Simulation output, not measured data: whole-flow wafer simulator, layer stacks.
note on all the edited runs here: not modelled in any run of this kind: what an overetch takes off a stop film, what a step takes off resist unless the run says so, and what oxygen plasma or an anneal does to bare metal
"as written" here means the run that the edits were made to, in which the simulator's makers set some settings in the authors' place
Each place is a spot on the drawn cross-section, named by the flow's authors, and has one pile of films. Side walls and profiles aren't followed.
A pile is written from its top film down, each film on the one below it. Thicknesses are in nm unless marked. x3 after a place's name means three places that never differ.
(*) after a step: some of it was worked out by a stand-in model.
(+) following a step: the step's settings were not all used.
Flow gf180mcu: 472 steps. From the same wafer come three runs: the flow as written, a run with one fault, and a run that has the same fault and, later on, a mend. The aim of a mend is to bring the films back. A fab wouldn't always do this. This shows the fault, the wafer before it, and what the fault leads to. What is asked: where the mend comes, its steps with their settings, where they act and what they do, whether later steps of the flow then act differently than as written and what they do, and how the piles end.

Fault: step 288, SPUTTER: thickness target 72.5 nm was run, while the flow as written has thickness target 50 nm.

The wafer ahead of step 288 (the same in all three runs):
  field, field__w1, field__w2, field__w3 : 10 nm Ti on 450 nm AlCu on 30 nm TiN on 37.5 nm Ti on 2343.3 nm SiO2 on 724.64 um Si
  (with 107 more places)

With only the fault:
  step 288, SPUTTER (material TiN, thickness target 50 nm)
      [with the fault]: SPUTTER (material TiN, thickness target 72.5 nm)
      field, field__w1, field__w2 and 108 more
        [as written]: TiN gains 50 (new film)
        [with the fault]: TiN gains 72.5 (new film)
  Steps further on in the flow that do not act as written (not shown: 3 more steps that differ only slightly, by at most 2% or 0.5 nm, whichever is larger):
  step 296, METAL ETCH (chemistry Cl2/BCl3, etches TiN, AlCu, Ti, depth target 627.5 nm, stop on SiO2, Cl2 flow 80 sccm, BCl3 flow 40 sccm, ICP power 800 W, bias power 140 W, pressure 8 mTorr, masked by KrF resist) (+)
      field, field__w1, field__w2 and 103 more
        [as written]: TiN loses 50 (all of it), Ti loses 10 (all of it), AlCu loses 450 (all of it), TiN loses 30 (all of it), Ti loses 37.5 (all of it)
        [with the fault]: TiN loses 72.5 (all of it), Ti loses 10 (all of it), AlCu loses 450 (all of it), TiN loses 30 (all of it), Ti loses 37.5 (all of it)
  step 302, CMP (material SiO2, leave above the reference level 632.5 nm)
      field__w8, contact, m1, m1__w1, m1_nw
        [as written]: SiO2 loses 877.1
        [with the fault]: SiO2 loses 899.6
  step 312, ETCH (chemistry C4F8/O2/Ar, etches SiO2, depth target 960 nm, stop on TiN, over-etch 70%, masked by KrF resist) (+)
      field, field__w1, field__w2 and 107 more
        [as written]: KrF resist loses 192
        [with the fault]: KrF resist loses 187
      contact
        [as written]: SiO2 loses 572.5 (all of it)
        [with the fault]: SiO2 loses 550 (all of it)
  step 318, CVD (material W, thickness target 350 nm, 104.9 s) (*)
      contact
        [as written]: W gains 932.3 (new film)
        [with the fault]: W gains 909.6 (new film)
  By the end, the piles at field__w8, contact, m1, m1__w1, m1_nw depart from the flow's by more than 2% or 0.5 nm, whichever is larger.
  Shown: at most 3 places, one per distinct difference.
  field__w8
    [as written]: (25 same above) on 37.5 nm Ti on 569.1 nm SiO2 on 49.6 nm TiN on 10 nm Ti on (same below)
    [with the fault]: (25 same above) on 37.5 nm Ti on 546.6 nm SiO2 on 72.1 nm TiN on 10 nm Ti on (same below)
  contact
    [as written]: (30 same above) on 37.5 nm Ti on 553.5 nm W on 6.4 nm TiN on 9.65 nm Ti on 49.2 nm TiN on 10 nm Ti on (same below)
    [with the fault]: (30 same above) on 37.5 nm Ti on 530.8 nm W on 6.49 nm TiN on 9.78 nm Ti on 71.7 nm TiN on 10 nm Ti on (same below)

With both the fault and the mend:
  After step 288 comes the mend.
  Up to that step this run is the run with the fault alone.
  step 288a, METAL ETCH (chemistry Cl2/BCl3, etches TiN, AlCu, Ti, depth target 22.5 nm, Cl2 flow 80 sccm, BCl3 flow 40 sccm, ICP power 800 W, bias power 140 W, pressure 8 mTorr) (the flow's step 260, run once more with other settings)
      field, field__w1, field__w2 and 108 more
        TiN loses 22.5
  Every later step of the flow that is run acts as written at every place that is followed.
  At every place that both follow, the piles at the end match the flow's.
